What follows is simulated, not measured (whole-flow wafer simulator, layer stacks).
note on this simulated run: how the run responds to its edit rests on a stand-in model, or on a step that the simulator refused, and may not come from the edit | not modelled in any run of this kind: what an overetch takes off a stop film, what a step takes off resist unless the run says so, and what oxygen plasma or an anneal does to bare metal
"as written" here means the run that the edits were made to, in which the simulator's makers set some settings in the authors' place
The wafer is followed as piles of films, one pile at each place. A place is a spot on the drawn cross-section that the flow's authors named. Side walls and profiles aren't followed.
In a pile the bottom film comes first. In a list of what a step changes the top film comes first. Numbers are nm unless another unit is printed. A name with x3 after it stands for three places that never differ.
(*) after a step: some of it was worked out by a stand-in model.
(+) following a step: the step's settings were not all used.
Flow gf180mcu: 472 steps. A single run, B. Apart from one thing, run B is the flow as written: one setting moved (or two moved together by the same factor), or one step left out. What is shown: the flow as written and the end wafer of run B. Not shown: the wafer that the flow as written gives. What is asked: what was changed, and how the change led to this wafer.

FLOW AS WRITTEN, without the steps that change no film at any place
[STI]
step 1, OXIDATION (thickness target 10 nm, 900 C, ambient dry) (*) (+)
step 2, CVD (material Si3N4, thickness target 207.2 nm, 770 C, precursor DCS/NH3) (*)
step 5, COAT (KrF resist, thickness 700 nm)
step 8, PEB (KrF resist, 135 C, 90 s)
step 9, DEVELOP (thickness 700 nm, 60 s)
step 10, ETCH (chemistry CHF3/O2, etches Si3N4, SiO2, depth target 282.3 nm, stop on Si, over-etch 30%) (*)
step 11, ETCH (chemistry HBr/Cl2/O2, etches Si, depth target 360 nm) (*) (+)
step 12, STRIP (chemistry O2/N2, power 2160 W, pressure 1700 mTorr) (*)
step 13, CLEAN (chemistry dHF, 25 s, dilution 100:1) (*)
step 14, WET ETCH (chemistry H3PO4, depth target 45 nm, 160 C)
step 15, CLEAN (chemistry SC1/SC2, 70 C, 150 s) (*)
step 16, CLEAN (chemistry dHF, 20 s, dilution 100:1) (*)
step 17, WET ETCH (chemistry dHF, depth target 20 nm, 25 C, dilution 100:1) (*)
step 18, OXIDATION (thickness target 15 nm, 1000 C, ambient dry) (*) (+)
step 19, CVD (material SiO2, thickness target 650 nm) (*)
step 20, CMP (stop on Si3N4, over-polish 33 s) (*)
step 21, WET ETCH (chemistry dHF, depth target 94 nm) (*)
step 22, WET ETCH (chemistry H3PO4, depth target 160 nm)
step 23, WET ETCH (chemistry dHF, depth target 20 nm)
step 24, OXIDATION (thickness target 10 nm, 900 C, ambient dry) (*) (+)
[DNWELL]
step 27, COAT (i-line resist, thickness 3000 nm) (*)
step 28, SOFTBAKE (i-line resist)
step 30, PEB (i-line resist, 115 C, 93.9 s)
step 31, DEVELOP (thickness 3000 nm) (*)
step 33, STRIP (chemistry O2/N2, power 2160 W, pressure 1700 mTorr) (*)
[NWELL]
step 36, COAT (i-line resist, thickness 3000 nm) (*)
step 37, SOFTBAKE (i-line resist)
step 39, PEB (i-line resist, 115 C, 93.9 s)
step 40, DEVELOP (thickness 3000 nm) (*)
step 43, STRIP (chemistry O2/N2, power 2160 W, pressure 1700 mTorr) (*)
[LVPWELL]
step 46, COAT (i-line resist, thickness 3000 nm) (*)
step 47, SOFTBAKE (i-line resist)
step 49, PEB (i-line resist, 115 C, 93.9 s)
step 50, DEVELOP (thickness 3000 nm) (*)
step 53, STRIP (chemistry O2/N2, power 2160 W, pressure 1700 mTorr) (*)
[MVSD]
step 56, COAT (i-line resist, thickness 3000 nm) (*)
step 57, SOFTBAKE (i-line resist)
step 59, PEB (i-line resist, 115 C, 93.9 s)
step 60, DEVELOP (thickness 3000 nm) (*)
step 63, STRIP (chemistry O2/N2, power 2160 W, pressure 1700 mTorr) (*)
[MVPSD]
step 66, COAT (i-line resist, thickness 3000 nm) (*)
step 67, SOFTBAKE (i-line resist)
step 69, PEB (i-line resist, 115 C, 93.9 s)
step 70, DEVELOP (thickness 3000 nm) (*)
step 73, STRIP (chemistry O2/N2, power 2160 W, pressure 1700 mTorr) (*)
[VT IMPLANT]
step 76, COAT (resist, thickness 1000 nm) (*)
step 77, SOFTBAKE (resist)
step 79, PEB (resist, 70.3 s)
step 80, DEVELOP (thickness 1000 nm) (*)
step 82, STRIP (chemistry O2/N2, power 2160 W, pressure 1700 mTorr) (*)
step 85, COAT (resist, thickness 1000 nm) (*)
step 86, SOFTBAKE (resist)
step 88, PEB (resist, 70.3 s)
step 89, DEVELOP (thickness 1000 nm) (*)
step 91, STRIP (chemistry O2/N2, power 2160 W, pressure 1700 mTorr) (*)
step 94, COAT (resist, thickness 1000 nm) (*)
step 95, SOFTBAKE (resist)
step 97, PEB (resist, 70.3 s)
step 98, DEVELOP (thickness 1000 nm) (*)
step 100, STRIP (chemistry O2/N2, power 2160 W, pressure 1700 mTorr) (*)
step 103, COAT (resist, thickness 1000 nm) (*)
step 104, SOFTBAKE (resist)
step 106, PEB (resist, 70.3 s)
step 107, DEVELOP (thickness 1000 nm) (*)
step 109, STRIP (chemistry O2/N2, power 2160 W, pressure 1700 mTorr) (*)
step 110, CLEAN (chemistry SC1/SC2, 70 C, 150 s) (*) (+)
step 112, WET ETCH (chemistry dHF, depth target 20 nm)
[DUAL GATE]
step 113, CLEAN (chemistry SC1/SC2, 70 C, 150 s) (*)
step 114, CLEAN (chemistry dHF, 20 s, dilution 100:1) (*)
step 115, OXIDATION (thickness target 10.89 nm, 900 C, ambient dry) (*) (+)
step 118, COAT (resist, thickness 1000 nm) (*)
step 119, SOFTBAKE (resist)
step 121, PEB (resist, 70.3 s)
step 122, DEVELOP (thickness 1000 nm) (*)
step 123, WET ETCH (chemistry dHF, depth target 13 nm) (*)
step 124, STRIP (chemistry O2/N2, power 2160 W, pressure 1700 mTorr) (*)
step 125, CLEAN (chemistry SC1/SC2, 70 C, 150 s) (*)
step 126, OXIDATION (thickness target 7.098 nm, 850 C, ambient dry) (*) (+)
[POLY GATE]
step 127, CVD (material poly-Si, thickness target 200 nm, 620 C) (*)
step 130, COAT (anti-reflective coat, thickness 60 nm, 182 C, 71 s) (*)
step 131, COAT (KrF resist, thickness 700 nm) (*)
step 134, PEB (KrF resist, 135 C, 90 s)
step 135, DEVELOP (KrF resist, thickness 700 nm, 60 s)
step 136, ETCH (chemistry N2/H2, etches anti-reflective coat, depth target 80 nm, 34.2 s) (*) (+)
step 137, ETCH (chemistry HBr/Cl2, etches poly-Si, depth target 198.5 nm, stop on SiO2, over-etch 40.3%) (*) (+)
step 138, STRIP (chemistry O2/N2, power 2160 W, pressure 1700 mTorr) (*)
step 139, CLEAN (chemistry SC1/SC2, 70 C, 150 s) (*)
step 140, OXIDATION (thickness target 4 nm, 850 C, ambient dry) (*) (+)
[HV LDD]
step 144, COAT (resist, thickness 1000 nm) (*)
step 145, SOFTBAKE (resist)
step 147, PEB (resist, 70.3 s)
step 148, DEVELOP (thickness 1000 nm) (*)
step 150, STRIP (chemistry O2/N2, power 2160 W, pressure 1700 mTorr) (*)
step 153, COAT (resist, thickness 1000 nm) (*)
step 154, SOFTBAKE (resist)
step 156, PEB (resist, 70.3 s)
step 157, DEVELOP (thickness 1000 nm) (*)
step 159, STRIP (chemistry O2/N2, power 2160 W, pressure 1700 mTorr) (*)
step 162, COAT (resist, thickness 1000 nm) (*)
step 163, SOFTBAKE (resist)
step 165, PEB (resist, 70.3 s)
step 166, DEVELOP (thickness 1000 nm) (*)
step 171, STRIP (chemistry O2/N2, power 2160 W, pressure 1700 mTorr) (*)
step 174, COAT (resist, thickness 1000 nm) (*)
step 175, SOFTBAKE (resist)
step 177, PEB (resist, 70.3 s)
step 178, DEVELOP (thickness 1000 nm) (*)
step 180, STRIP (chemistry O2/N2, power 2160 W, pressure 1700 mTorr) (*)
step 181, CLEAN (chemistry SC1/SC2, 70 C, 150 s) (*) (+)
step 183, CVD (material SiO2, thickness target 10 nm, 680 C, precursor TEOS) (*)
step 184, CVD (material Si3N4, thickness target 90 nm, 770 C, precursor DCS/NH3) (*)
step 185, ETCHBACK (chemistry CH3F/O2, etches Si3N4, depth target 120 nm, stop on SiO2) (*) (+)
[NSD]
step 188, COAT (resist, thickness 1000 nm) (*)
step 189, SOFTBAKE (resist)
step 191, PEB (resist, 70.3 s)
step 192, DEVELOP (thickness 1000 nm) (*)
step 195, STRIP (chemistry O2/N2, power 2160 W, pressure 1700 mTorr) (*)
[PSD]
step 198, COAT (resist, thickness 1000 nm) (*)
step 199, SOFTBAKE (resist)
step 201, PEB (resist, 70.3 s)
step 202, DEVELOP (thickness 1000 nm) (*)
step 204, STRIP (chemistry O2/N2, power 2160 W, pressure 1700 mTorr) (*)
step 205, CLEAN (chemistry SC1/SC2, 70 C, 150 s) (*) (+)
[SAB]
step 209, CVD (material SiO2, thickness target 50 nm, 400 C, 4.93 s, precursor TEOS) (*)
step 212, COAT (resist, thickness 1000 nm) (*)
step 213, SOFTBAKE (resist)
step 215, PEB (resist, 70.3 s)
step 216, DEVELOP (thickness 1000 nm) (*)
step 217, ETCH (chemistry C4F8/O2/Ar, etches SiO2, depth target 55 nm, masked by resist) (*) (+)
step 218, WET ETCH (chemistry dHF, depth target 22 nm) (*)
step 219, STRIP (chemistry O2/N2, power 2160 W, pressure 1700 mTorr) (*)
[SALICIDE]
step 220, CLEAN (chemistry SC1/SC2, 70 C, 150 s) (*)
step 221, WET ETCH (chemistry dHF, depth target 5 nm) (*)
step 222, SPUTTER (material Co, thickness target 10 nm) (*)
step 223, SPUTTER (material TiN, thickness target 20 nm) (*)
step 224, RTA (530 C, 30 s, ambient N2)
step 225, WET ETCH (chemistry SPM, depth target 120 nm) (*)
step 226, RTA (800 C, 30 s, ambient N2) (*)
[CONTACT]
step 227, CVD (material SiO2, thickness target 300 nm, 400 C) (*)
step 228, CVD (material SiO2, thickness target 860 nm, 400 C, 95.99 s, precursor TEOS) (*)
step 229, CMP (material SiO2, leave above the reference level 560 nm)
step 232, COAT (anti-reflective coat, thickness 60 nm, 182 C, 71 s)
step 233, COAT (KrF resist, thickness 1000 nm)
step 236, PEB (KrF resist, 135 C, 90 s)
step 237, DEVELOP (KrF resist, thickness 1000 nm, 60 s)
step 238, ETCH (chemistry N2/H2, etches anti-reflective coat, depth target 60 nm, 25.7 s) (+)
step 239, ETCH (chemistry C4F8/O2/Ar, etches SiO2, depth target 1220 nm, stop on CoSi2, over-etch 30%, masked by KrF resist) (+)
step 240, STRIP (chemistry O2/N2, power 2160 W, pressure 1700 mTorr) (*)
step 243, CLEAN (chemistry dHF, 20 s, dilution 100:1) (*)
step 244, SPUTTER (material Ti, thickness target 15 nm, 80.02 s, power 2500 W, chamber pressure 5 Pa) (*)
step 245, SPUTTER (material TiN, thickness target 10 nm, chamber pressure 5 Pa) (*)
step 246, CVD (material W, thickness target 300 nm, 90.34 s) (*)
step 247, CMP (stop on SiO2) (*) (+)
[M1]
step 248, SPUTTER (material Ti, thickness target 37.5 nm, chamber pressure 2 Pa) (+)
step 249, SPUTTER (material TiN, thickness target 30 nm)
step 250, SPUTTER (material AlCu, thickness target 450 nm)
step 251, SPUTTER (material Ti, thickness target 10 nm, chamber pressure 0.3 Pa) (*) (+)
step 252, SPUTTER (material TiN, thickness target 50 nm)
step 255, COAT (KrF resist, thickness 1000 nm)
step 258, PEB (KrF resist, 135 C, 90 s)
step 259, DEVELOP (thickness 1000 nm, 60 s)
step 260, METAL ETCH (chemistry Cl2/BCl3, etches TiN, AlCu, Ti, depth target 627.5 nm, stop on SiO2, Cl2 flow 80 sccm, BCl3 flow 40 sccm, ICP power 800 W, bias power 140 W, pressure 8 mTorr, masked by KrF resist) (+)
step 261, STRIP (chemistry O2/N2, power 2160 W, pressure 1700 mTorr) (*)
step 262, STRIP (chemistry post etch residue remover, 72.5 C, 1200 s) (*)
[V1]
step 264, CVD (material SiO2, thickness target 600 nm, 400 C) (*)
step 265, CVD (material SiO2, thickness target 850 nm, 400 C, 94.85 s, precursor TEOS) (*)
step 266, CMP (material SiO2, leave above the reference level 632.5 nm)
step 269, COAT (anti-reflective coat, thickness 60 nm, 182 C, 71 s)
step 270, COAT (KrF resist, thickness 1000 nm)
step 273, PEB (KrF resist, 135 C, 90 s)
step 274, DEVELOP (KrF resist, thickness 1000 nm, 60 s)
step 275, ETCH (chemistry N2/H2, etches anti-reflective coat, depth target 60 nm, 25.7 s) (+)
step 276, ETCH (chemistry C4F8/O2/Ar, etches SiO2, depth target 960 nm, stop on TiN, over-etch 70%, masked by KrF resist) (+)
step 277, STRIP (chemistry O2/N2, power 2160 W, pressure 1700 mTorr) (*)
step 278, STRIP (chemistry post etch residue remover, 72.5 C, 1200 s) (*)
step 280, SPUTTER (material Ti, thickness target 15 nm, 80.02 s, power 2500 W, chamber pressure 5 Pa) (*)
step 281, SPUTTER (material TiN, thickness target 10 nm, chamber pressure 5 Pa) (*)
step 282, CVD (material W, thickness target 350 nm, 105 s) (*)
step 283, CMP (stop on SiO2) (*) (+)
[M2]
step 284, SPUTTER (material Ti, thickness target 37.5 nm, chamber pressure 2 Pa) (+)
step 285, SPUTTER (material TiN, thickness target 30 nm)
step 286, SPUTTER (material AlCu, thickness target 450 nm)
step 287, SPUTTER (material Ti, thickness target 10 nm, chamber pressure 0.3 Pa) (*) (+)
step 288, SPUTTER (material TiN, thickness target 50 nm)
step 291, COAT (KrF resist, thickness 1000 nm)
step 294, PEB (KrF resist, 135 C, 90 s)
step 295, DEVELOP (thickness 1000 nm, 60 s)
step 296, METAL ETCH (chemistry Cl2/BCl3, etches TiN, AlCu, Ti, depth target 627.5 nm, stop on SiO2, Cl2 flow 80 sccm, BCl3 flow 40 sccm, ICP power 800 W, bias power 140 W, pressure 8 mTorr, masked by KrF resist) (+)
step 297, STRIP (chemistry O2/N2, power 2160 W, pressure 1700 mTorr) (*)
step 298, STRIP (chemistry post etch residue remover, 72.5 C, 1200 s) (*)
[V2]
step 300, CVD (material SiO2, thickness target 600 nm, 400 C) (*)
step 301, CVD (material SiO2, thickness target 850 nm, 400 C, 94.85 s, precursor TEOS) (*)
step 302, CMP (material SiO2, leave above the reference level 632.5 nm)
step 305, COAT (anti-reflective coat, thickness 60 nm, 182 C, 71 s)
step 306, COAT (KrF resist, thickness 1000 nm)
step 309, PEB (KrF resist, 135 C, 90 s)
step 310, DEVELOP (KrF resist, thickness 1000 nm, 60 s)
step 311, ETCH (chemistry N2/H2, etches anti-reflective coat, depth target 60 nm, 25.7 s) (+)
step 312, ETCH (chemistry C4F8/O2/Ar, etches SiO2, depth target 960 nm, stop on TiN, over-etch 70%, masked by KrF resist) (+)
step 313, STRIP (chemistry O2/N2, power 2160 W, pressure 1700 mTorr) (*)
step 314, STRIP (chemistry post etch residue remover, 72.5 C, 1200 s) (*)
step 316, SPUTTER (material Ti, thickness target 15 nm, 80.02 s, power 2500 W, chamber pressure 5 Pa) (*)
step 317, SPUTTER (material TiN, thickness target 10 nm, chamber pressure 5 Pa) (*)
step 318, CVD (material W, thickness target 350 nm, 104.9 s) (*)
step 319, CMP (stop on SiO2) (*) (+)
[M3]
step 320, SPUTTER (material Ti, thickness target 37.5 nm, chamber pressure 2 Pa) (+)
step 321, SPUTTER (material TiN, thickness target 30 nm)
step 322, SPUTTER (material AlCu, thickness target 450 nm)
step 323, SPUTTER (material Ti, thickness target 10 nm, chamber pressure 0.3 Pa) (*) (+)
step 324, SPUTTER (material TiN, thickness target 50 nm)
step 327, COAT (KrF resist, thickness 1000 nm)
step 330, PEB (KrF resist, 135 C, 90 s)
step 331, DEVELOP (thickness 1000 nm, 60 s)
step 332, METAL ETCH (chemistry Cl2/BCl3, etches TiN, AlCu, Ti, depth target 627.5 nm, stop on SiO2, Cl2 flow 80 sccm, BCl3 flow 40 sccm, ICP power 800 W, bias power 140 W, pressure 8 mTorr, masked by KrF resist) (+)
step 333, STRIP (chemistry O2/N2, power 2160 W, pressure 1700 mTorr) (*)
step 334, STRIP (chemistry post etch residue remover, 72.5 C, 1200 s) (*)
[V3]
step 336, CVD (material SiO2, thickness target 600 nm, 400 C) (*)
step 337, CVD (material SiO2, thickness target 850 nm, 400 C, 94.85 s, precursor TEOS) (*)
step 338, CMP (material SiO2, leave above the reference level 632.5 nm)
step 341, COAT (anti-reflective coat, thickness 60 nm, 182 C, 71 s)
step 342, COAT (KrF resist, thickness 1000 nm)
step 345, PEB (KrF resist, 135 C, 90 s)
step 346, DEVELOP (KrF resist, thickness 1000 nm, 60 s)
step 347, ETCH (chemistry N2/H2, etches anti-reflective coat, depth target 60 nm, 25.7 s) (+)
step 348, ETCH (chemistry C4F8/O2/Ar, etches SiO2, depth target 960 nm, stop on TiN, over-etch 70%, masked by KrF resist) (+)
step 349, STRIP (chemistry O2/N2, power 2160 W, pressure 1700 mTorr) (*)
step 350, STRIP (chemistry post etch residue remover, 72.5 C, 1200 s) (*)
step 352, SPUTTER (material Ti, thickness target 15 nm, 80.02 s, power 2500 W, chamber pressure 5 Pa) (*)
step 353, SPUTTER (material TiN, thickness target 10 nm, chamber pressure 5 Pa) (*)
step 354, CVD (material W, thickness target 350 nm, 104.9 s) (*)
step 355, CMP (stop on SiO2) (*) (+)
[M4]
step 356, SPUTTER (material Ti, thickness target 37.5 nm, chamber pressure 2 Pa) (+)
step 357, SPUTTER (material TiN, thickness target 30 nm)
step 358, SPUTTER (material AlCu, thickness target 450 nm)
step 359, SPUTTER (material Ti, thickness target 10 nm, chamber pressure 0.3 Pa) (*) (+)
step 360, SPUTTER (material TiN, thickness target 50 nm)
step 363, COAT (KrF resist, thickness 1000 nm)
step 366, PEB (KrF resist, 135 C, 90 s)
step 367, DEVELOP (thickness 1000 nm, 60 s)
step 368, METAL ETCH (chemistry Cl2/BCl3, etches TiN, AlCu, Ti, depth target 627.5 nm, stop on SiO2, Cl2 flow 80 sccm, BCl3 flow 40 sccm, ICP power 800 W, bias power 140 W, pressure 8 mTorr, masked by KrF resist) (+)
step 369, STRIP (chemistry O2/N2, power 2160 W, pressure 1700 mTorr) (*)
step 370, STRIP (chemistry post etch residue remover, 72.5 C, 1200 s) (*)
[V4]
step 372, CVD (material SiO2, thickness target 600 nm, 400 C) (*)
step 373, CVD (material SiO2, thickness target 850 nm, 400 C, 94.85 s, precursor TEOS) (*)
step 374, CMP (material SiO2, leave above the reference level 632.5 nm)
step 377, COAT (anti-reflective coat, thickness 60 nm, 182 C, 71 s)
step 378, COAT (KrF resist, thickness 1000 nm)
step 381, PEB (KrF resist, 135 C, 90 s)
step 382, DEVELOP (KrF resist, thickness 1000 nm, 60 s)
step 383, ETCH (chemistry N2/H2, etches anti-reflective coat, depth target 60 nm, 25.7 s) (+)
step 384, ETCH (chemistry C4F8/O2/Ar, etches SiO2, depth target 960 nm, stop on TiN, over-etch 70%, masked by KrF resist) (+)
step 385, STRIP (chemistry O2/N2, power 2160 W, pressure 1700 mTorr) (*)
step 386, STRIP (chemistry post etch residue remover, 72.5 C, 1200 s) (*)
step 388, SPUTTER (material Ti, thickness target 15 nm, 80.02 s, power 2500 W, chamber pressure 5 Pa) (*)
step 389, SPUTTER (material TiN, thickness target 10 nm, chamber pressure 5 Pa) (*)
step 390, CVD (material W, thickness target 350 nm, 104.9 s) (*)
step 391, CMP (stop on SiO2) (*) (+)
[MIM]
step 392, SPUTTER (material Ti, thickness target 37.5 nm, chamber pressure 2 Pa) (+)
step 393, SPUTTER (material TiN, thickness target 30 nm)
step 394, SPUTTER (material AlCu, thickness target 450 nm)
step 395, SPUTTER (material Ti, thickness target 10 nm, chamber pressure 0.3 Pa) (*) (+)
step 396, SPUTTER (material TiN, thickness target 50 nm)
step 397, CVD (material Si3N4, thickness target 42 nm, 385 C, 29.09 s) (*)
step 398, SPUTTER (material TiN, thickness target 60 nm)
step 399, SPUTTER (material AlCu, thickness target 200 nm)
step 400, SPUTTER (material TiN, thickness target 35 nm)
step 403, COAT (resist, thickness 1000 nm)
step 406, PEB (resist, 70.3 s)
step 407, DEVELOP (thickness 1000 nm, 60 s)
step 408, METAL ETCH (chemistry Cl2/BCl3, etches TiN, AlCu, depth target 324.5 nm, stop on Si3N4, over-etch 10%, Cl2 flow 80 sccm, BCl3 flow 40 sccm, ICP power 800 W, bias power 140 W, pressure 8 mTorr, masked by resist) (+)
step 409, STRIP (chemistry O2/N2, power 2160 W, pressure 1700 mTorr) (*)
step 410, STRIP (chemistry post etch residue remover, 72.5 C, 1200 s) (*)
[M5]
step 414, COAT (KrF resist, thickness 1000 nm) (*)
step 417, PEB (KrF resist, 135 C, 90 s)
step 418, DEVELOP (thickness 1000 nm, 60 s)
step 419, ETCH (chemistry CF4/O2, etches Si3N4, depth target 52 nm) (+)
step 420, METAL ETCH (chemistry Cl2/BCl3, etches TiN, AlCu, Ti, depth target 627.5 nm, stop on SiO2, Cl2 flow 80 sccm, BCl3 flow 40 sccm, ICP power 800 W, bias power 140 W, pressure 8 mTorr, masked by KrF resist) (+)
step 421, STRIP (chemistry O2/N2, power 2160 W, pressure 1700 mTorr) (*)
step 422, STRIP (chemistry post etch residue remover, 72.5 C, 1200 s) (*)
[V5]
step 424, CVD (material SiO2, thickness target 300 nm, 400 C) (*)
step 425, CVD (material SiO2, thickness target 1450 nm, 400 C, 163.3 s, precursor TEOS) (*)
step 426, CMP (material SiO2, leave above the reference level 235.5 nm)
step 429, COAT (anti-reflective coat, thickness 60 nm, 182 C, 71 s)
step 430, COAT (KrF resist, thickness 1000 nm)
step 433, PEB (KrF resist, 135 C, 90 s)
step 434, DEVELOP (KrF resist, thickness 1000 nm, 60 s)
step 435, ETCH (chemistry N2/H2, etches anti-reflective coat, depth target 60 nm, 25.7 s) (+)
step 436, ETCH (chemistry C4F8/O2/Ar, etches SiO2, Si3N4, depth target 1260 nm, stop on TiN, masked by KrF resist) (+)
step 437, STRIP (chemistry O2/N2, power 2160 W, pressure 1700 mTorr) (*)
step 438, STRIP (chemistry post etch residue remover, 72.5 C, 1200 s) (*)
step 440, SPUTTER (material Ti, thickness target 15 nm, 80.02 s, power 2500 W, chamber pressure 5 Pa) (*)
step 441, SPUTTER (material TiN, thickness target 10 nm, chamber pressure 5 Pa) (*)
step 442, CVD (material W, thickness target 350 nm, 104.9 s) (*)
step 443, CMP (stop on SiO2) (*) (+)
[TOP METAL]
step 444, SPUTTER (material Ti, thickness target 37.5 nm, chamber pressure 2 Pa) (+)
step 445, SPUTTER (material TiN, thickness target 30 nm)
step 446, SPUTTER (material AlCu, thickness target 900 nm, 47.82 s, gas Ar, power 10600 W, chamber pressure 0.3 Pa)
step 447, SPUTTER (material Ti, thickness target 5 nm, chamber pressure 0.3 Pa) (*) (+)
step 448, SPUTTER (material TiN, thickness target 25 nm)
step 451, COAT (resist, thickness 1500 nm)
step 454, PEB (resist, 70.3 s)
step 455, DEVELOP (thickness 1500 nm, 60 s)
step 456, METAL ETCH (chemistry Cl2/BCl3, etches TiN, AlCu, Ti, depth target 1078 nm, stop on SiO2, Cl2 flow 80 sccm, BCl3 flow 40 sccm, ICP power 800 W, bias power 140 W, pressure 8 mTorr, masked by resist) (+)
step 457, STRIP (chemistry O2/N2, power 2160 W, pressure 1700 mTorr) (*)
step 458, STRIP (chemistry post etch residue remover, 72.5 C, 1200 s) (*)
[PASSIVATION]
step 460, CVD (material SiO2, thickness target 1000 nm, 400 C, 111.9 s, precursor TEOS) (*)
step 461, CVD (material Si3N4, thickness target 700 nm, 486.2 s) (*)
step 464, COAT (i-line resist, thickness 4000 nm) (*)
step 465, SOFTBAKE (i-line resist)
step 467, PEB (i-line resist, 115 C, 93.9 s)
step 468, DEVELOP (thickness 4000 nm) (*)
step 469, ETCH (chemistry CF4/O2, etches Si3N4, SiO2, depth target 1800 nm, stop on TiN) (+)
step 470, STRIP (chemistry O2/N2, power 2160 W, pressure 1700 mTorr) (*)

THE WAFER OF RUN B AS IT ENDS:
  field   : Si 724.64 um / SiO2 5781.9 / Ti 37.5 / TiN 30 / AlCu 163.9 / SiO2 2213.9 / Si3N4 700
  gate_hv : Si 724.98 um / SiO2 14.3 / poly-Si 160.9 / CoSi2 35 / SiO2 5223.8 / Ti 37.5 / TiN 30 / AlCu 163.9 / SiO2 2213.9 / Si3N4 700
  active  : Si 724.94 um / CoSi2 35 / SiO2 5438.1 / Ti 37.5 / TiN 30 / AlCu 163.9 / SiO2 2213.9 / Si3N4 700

What caused this: step 420, METAL ETCH: depth target 338.9 nm was run, while the flow as written has depth target 627.5 nm.

The path from the change to this, step by step:
  step 420, METAL ETCH (chemistry Cl2/BCl3, etches TiN, AlCu, Ti, depth target 627.5 nm, stop on SiO2, Cl2 flow 80 sccm, BCl3 flow 40 sccm, ICP power 800 W, bias power 140 W, pressure 8 mTorr, masked by KrF resist) (+)
      field, field__w1, field__w2 and 101 more: TiN loses 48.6 (all of it), Ti loses 10 (all of it), AlCu loses 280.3 (in the flow as written it would be: TiN loses 48.6 (all of it), Ti loses 10 (all of it), AlCu loses 450 (all of it), TiN loses 30 (all of it), Ti loses 37.5 (all of it))
      field__w4, field__w8, contact, m1, m1__w1, mim, mim_1p0, m1_nw: KrF resist loses 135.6 (in the flow as written it would be: KrF resist loses 251)
  step 421, STRIP (chemistry O2/N2, power 2160 W, pressure 1700 mTorr) (*)
      field__w8, m1__w1: KrF resist loses 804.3 (all of it) (in the flow as written it would be: KrF resist loses 688.9 (all of it))
      field__w4: KrF resist loses 847.1 (all of it) (in the flow as written it would be: KrF resist loses 731.6 (all of it))
      (and at 5 other places as well)
  step 422, STRIP (chemistry post etch residue remover, 72.5 C, 1200 s) (*)
      field, field__w1, field__w2 and 101 more: AlCu loses 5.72 (in the flow as written it would be: nothing)
  step 424, CVD (material SiO2, thickness target 300 nm, 400 C) (*)
      field, field__w1, field__w2 and 101 more: SiO2 gains 300 (new film) (in the flow as written it would be: SiO2 gains 300)
  step 426, CMP (material SiO2, leave above the reference level 235.5 nm)
      field, field__w1, field__w5 and 92 more: SiO2 loses 532.3 (in the flow as written it would be: SiO2 loses 300.8)
      field__w2, field__w3, field__w12 and 6 more: SiO2 loses 514.6 (in the flow as written it would be: SiO2 loses 272.7)
Taking metal films that touch as one body, field has 1 body; the flow as written gives 0 bodies.
Taking metal films that touch as one body, gate_hv has 2 bodies (between them, from the top down: SiO2 5223.8); the flow as written gives 1 body.
Taking metal films that touch as one body, active has 2 bodies (between them, from the top down: SiO2 5438.1); the flow as written gives 1 body.
